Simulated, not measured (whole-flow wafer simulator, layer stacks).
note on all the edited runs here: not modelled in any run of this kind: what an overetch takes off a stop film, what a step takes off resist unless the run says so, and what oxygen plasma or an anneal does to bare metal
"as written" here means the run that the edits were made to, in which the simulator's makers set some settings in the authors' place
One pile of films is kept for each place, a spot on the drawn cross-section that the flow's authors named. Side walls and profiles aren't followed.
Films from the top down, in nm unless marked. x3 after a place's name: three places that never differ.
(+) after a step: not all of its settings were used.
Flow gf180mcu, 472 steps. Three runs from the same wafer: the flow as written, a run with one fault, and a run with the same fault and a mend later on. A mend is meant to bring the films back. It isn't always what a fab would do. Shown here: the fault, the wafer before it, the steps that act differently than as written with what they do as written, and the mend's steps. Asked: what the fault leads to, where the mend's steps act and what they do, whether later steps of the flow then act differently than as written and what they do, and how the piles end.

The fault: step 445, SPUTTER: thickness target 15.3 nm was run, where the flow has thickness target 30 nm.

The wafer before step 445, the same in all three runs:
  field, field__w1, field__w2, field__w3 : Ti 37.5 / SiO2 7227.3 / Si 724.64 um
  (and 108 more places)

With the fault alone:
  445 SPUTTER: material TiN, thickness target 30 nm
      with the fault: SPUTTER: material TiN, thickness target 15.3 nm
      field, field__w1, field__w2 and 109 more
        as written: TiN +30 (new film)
        with the fault: TiN +15.3 (new film)
  Later steps of the flow that act differently than as written (4 more steps differ only slightly, by at most 2% or 0.5 nm, whichever is larger, and aren't shown):
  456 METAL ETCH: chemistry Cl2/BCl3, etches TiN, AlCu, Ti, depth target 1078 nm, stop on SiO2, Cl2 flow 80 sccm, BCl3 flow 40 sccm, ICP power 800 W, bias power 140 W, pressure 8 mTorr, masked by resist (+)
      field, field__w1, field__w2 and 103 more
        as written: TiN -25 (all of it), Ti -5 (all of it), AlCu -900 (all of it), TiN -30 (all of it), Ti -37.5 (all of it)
        with the fault: TiN -25 (all of it), Ti -5 (all of it), AlCu -900 (all of it), TiN -15.3 (all of it), Ti -37.5 (all of it)
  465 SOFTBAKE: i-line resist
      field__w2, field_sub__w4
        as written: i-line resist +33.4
        with the fault: i-line resist +32.6
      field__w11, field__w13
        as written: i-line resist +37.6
        with the fault: i-line resist +36.8
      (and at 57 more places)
  At the end the piles differ from the flow's by more than 2% or 0.5 nm, whichever is larger, at field__w8, contact, m1, m1__w1, pad, m1_nw.
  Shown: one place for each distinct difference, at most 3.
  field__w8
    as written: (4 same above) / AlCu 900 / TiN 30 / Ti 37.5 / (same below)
    with the fault: (4 same above) / AlCu 900 / TiN 15.3 / Ti 37.5 / (same below)
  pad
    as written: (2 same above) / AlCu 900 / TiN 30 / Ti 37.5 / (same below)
    with the fault: (2 same above) / AlCu 900 / TiN 15.3 / Ti 37.5 / (same below)

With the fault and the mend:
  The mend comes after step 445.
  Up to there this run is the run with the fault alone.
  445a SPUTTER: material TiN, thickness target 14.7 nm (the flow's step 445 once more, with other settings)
      field, field__w1, field__w2 and 109 more
        TiN +14.7
  No later step of the flow acts differently than as written at any place that is followed.
  At the end the piles are the same as the flow's at every place that both follow.
